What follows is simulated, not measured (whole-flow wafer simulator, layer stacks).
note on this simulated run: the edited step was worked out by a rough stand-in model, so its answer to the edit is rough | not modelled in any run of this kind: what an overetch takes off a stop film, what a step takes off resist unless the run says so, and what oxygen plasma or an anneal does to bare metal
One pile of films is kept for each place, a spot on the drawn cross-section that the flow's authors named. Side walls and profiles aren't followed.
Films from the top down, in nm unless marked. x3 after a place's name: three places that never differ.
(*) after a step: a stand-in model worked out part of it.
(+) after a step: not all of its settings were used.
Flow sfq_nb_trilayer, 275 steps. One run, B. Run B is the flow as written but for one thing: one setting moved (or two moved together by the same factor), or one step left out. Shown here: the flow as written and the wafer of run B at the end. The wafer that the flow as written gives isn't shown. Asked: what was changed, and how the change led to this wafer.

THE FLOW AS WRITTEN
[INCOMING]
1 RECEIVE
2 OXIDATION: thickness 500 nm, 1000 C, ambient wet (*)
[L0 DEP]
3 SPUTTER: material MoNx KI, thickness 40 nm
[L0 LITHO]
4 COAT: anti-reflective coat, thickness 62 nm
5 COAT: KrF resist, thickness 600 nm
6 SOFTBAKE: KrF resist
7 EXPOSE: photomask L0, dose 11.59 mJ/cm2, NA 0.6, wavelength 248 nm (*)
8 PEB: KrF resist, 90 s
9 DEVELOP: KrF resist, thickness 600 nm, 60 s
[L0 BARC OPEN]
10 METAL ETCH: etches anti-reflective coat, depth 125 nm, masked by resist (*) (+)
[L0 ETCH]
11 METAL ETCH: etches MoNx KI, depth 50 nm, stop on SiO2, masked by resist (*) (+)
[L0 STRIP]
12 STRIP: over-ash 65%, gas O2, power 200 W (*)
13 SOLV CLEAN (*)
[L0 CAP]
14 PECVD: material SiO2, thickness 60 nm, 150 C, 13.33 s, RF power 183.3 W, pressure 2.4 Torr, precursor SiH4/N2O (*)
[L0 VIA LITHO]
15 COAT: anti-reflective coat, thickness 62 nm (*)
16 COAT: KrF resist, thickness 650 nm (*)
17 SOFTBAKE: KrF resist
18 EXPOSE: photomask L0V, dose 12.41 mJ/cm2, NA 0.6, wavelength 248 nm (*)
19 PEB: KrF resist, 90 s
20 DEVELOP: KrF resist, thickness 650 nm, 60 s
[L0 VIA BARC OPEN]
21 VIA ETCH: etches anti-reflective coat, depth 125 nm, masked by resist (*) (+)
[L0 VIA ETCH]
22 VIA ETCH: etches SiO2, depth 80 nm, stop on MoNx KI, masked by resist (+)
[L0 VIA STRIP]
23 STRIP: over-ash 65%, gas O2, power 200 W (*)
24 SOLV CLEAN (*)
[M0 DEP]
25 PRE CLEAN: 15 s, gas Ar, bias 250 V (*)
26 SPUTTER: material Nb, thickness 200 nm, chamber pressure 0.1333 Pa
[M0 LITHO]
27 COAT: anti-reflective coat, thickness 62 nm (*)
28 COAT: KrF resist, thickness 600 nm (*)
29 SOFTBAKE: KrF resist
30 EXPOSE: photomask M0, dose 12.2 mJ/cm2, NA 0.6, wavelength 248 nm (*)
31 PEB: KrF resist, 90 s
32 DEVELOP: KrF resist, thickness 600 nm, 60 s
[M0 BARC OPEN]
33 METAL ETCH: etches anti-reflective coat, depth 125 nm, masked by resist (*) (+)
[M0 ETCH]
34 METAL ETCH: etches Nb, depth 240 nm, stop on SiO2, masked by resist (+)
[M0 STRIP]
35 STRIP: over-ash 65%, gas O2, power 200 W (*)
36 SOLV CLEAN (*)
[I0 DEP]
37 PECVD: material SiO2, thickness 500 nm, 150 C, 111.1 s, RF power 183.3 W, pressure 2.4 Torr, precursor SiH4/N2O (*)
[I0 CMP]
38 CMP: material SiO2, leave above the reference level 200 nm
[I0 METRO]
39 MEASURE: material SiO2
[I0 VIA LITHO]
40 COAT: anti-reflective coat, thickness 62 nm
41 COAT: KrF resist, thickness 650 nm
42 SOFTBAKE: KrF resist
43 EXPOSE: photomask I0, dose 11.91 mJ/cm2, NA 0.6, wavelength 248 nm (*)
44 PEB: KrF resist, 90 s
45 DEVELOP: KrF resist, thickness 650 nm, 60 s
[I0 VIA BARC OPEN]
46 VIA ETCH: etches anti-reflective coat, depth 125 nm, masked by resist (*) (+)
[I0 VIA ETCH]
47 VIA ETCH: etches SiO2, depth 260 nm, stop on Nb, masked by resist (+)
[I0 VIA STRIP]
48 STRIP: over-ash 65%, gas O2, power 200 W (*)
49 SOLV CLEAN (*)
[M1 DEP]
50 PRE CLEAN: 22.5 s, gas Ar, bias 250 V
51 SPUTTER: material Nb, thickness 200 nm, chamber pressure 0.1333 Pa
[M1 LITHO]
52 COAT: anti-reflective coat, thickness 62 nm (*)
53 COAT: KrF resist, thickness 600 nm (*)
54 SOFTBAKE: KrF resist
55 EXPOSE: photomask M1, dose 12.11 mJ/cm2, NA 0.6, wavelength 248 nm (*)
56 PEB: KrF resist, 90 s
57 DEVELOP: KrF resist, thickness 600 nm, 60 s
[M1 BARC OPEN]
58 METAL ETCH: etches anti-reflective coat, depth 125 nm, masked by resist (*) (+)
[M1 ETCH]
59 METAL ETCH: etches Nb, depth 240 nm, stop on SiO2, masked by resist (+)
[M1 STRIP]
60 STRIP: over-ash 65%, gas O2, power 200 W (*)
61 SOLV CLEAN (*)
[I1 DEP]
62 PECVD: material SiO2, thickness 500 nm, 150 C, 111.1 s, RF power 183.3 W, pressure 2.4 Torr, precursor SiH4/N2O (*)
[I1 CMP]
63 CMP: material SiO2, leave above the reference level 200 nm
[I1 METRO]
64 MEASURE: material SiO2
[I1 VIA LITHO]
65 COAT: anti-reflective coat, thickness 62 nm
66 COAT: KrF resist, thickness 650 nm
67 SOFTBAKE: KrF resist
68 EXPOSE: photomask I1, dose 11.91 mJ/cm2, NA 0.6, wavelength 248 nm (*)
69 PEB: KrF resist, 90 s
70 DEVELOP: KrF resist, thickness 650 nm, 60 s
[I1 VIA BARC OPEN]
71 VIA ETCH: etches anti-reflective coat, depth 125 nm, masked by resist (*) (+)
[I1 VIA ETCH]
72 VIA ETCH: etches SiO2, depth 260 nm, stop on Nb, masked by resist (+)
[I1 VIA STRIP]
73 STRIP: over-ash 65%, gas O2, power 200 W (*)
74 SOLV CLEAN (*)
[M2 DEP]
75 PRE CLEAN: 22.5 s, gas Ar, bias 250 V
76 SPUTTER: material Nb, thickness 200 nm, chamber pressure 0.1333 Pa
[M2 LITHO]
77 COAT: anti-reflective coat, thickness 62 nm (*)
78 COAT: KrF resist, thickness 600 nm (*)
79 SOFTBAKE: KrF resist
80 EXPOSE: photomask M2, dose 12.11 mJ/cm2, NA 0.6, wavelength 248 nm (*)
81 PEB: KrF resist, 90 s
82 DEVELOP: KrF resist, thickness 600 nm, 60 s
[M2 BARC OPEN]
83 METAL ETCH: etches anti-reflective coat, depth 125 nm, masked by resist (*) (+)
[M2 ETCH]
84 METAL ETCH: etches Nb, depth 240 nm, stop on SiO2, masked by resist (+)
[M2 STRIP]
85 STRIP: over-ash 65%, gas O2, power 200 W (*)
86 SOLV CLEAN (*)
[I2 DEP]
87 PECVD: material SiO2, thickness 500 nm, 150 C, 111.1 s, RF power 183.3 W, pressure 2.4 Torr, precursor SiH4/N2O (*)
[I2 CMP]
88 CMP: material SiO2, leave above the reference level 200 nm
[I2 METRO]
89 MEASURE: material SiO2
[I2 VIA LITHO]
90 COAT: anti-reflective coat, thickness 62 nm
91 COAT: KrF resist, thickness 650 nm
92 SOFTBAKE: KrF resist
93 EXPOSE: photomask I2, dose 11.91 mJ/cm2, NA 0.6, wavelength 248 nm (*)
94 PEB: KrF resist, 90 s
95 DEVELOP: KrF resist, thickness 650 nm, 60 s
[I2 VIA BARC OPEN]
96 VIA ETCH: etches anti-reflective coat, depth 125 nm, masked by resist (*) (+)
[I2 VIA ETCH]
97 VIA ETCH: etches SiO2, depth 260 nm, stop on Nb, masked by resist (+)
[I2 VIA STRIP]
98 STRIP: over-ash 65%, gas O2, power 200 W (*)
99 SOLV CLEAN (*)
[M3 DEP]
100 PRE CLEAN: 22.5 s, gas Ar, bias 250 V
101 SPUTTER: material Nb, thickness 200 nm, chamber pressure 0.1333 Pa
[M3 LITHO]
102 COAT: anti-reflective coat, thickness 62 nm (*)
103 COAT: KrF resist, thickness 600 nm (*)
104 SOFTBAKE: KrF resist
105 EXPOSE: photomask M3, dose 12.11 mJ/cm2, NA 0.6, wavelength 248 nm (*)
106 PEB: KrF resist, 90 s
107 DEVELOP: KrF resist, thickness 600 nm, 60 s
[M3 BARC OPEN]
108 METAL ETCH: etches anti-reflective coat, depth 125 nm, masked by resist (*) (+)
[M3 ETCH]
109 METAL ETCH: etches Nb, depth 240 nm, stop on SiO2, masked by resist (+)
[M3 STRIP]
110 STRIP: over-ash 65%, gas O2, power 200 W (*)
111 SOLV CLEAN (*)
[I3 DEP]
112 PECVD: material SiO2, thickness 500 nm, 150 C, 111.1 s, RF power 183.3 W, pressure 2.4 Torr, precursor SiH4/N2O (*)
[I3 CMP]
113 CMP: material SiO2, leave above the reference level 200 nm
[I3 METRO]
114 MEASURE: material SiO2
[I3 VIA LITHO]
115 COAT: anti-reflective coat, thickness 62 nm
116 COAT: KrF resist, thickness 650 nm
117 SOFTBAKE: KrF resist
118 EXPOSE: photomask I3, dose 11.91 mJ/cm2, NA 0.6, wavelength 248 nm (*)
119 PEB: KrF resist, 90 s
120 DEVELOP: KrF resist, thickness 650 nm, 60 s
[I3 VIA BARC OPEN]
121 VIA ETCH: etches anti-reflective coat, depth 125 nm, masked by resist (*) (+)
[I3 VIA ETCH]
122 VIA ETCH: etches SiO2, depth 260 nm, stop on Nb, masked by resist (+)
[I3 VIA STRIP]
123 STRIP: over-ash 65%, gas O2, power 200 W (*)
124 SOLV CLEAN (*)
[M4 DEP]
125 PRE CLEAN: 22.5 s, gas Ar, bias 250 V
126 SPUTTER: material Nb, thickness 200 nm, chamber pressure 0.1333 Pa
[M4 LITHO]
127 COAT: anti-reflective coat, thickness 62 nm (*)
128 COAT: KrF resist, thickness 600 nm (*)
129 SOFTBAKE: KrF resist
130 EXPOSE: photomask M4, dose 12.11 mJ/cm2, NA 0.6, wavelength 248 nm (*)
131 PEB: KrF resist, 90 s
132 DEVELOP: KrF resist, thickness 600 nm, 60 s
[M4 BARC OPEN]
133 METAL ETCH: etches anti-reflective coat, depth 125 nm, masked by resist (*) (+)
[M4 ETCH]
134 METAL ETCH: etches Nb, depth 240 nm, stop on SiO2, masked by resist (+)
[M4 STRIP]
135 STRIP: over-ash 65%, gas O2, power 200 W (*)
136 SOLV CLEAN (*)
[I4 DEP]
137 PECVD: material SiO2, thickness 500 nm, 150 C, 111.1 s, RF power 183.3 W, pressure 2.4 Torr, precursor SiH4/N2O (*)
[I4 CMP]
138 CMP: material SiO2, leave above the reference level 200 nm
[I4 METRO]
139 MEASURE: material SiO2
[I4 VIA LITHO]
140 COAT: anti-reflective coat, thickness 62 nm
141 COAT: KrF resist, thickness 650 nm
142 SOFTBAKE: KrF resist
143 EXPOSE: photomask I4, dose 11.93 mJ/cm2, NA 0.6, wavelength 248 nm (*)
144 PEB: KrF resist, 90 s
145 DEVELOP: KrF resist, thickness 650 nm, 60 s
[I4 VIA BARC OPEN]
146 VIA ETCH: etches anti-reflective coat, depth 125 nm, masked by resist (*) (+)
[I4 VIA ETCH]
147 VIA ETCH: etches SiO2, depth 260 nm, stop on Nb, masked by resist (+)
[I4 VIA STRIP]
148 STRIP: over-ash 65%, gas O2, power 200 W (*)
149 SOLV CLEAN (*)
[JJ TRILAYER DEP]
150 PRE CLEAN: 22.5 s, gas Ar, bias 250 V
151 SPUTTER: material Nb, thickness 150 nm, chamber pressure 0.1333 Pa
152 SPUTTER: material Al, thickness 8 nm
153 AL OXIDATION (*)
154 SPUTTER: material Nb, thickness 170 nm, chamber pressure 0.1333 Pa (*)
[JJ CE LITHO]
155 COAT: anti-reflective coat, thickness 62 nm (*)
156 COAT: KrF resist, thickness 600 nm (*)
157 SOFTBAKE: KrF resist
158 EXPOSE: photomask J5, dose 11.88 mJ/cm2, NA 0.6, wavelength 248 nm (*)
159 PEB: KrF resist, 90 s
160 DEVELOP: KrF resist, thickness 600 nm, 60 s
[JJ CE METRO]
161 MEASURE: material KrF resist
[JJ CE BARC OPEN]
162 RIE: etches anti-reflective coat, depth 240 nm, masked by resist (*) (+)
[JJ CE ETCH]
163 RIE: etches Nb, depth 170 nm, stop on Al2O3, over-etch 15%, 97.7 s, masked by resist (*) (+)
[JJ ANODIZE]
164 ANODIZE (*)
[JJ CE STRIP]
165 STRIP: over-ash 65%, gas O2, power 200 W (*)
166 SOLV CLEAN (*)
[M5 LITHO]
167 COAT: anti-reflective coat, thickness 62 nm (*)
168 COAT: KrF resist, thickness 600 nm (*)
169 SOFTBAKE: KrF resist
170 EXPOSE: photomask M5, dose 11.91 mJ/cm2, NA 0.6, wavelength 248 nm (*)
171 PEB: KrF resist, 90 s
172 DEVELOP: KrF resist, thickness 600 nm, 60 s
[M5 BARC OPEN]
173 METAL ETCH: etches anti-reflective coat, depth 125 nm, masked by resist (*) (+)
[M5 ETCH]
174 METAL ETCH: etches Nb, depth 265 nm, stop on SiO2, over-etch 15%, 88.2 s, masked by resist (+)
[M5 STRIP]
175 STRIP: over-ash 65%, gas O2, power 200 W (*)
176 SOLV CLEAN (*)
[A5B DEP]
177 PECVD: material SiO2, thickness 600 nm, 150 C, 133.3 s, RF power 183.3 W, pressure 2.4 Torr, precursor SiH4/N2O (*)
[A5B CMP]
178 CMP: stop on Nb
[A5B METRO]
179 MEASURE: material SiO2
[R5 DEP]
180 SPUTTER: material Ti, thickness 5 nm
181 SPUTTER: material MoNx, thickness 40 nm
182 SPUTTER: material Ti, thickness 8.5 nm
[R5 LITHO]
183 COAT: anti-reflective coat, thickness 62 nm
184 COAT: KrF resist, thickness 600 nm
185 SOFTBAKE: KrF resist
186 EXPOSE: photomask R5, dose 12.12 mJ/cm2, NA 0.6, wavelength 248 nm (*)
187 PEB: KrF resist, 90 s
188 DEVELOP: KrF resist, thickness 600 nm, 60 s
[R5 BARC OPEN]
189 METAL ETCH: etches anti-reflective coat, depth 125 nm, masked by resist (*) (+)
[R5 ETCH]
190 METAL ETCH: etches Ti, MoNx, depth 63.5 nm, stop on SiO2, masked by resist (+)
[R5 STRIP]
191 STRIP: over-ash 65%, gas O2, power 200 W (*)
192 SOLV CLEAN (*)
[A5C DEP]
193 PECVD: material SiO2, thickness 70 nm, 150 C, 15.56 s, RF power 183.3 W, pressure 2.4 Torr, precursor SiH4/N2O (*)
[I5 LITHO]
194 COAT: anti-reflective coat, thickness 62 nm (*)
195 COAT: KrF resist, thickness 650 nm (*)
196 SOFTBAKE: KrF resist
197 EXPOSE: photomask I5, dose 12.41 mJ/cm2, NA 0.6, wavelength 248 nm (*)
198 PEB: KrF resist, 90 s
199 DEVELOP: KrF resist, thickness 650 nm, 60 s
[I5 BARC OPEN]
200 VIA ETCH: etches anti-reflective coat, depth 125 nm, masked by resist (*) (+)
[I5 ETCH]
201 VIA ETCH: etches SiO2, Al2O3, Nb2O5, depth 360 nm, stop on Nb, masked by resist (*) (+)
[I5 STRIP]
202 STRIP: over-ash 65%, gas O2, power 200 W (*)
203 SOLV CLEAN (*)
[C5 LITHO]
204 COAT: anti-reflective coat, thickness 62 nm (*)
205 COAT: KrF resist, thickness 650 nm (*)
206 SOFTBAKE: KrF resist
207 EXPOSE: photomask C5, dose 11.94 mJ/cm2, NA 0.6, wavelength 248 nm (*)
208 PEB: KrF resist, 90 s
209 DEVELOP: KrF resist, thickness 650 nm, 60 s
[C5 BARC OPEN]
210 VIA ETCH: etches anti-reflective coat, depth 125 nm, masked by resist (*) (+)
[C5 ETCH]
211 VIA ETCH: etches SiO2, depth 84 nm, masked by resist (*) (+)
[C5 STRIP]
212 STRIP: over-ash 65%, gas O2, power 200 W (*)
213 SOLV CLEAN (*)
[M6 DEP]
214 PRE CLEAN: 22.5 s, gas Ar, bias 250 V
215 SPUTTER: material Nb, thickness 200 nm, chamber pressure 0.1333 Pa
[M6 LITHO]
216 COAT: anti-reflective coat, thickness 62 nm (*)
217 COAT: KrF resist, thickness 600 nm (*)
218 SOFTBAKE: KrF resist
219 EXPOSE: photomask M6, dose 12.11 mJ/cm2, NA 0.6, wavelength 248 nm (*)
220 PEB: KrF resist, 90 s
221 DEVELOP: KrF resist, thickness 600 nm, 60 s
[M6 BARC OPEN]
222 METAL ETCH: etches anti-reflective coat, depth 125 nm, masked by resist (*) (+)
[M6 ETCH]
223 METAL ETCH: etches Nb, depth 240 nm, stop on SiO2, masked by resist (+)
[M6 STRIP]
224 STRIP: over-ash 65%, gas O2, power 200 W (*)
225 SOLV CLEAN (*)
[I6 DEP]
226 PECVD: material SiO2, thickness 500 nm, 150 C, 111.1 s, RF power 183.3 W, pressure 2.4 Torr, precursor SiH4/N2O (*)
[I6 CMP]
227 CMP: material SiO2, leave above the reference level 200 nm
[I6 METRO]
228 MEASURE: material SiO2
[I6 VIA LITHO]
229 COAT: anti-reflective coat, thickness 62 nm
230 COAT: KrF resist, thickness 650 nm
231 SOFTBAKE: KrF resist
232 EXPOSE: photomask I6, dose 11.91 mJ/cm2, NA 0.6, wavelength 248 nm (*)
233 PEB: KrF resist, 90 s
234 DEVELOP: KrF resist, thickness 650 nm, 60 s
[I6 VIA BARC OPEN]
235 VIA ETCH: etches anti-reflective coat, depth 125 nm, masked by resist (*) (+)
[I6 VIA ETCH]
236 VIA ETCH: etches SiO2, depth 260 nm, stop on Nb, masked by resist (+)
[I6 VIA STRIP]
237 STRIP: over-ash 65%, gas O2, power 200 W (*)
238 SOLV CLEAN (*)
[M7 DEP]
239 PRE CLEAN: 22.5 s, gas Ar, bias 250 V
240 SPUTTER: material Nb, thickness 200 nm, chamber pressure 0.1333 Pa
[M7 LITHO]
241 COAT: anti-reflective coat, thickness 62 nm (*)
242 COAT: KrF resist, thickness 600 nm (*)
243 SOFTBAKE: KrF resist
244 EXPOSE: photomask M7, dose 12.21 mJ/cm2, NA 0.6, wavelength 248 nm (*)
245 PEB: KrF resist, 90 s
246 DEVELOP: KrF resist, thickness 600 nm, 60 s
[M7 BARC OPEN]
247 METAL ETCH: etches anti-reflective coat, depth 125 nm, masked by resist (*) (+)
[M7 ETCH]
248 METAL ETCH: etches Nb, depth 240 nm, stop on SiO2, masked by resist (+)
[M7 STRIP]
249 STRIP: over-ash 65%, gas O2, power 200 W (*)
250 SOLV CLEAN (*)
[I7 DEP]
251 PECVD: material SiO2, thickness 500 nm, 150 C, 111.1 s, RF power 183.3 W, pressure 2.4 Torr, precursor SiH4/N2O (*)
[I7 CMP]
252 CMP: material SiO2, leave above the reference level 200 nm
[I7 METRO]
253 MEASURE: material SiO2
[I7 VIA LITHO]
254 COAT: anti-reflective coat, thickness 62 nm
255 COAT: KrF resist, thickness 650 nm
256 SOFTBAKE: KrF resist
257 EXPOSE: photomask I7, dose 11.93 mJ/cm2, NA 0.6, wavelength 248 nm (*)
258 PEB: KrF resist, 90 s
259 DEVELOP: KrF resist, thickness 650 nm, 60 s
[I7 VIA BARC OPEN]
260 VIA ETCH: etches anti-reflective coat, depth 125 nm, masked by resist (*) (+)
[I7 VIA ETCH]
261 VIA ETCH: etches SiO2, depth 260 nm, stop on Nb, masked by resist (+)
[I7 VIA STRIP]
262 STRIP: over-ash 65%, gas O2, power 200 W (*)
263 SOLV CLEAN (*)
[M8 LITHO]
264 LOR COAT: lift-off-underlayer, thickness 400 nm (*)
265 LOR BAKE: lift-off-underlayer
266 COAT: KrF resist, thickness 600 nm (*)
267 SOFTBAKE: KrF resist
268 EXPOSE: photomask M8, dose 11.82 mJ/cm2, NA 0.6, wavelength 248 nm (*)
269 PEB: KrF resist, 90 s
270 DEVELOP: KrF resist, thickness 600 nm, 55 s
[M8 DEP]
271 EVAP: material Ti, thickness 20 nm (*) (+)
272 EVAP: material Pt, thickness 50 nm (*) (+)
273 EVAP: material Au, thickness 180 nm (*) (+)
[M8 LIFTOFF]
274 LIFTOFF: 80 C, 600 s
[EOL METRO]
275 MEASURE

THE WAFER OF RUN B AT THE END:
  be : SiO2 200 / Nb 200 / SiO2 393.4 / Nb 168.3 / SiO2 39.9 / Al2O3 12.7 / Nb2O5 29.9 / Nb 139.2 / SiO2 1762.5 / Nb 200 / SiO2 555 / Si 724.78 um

The cause: step 201, VIA ETCH: depth 169 nm was run, where the flow has depth 360 nm.

How the change led to this, step by step:
  201 VIA ETCH: etches SiO2, Al2O3, Nb2O5, depth 360 nm, stop on Nb, masked by resist (*) (+)
      be: SiO2 -169 (as written it would be: SiO2 -216.4 (all of it), Al2O3 -12.7 (all of it), Nb2O5 -29.9 (all of it))
      field_l, v_sur, via_wl and 102 more: KrF resist -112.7 (as written it would be: KrF resist -240)
  202 STRIP: over-ash 65%, gas O2, power 200 W (*)
      p4_fl, p4_fm, p4_w1 and 44 more: KrF resist -460.5 (all of it), anti-reflective coat -62 (all of it) (as written it would be: KrF resist -333.1 (all of it), anti-reflective coat -62 (all of it))
      wl_b_sl, wl_b_m5, wl_b_sr, wl_c_sl, wl_f_sl, wl_f_m6, wl_f_sr, wl_g_sl: KrF resist -460.3 (all of it), anti-reflective coat -62 (all of it) (as written it would be: KrF resist -333 (all of it), anti-reflective coat -62 (all of it))
      (and at 50 more places)
  204 COAT: anti-reflective coat, thickness 62 nm (*)
      wire: anti-reflective coat +50 (new film) (as written it would be: anti-reflective coat +47.4 (new film))
      be: anti-reflective coat +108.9 (new film) (as written it would be: anti-reflective coat +122.2 (new film))
      (and at 1 more place)
  205 COAT: KrF resist, thickness 650 nm (*)
      be: KrF resist +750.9 (new film) (as written it would be: KrF resist +815.3 (new film))
  212 STRIP: over-ash 65%, gas O2, power 200 W (*)
      wire: KrF resist -560.9 (all of it), anti-reflective coat -50 (all of it) (as written it would be: KrF resist -555.8 (all of it), anti-reflective coat -47.4 (all of it))
      be: KrF resist -663.8 (all of it), anti-reflective coat -108.9 (all of it) (as written it would be: KrF resist -728.2 (all of it), anti-reflective coat -122.2 (all of it))
      (and at 1 more place)
  214 PRE CLEAN: 22.5 s, gas Ar, bias 250 V
      be: SiO2 -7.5 (as written it would be: Nb -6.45)
  215 SPUTTER: material Nb, thickness 200 nm, chamber pressure 0.1333 Pa
      be: Nb +168.3 (new film) (as written it would be: Nb +147.3)
  216 COAT: anti-reflective coat, thickness 62 nm (*)
      wire: anti-reflective coat +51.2 (new film) (as written it would be: anti-reflective coat +48.3 (new film))
      be: anti-reflective coat +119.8 (new film) (as written it would be: anti-reflective coat +136.7 (new film))
      (and at 1 more place)
  217 COAT: KrF resist, thickness 600 nm (*)
      be: KrF resist +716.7 (new film) (as written it would be: KrF resist +793.9 (new film))
  224 STRIP: over-ash 65%, gas O2, power 200 W (*)
      wire: KrF resist -376.5 (all of it), anti-reflective coat -51.2 (all of it) (as written it would be: KrF resist -369.8 (all of it), anti-reflective coat -48.3 (all of it))
      be: KrF resist -498.8 (all of it), anti-reflective coat -119.8 (all of it) (as written it would be: KrF resist -575.8 (all of it), anti-reflective coat -136.7 (all of it))
      (and at 1 more place)
  226 PECVD: material SiO2, thickness 500 nm, 150 C, 111.1 s, RF power 183.3 W, pressure 2.4 Torr, precursor SiH4/N2O (*)
      be: SiO2 +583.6 (new film) (as written it would be: SiO2 +693.5 (new film))
Counting metal films that touch as one body, be has 4 bodies (between them, from the top down: SiO2 393.4; SiO2 39.9 / Al2O3 12.7 / Nb2O5 29.9; SiO2 1762.5); the flow as written gives 3 bodies (between them, from the top down: SiO2 503.2; SiO2 1762.5).
